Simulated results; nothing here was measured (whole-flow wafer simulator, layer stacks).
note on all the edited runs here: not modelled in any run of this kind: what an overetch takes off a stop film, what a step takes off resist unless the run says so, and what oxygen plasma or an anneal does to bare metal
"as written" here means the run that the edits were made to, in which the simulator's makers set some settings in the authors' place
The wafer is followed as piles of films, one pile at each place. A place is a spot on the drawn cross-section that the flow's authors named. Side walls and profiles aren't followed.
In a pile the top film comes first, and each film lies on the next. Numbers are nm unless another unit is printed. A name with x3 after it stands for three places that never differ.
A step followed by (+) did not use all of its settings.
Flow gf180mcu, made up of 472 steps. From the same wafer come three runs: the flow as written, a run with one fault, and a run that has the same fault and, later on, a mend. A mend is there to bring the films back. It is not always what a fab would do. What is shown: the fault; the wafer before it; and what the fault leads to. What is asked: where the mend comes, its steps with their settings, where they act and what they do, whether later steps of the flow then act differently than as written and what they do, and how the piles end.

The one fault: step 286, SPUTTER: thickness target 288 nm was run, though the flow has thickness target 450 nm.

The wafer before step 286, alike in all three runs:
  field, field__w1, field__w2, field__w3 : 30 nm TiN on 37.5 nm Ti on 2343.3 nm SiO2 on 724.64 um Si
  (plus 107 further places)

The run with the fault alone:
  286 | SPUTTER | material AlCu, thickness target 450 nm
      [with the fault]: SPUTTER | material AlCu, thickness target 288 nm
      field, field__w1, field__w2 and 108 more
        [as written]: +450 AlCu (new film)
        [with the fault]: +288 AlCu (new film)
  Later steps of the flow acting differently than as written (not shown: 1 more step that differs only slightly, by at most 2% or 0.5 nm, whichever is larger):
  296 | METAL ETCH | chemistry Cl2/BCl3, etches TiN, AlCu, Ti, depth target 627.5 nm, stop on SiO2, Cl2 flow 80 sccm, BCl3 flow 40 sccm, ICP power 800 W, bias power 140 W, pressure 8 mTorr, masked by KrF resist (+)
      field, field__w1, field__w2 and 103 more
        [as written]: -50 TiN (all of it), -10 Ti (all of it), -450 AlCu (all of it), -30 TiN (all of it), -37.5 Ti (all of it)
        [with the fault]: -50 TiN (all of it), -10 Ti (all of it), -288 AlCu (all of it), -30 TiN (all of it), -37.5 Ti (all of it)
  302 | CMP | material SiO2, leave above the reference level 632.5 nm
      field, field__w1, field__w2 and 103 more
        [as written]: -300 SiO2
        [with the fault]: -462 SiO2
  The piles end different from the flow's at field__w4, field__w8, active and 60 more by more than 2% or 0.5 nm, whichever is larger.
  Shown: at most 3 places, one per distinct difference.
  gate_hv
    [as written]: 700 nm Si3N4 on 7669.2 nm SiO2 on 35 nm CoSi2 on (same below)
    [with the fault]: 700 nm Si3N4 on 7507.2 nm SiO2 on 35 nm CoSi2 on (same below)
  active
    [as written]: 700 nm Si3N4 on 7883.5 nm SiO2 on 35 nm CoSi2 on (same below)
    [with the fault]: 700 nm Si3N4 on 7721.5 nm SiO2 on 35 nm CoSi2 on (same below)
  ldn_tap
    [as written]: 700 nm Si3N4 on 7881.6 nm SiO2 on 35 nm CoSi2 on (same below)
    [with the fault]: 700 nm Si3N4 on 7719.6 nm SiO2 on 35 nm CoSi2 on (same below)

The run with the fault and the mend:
  The mend follows step 286.
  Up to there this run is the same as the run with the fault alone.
  286a | SPUTTER | material AlCu, thickness target 162 nm (a further turn of the flow's step 286, with different settings)
      field, field__w1, field__w2 and 108 more
        +162 AlCu
  None of the later steps of the flow acts differently than as written at any place that is followed.
  The piles end the same as the flow's at every place that both follow.
